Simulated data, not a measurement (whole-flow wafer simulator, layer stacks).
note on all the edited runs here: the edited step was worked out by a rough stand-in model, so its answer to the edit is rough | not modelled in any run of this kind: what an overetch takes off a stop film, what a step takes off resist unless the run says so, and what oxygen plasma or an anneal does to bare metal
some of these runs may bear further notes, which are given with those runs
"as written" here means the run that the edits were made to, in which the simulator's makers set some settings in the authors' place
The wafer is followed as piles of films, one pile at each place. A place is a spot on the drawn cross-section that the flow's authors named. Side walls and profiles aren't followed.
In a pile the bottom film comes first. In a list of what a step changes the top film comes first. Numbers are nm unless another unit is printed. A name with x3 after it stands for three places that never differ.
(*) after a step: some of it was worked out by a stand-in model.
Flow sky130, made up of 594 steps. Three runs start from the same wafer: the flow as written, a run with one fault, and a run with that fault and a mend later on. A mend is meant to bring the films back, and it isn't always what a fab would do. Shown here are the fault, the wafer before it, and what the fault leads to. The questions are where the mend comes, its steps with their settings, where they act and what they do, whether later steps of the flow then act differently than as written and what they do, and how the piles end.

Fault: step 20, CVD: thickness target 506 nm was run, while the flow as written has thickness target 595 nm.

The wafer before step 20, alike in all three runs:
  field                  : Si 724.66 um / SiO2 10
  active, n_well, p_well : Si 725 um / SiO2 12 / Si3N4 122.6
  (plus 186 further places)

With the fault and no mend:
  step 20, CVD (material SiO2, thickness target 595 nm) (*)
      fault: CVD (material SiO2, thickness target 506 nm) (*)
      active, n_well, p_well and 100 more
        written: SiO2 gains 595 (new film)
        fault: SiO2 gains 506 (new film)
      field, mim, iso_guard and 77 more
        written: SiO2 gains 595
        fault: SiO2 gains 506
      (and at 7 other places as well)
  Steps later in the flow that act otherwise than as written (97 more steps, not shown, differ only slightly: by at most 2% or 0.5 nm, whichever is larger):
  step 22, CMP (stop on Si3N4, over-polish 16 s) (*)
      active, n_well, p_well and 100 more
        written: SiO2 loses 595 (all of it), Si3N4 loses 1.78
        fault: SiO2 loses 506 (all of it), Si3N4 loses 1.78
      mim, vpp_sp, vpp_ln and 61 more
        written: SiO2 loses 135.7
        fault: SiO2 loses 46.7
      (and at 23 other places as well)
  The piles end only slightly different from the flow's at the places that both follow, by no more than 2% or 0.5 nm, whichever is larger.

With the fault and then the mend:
  After step 20 comes the mend.
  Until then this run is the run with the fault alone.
  step 20a, CVD (material SiO2, thickness target 89 nm) (*) (a further turn of the flow's step 20, with different settings)
      field, active, n_well and 187 more
        SiO2 gains 89
  Later steps of the flow that are run all act as written at every place that is followed.
  At every place that both follow, the piles at the end match the flow's.
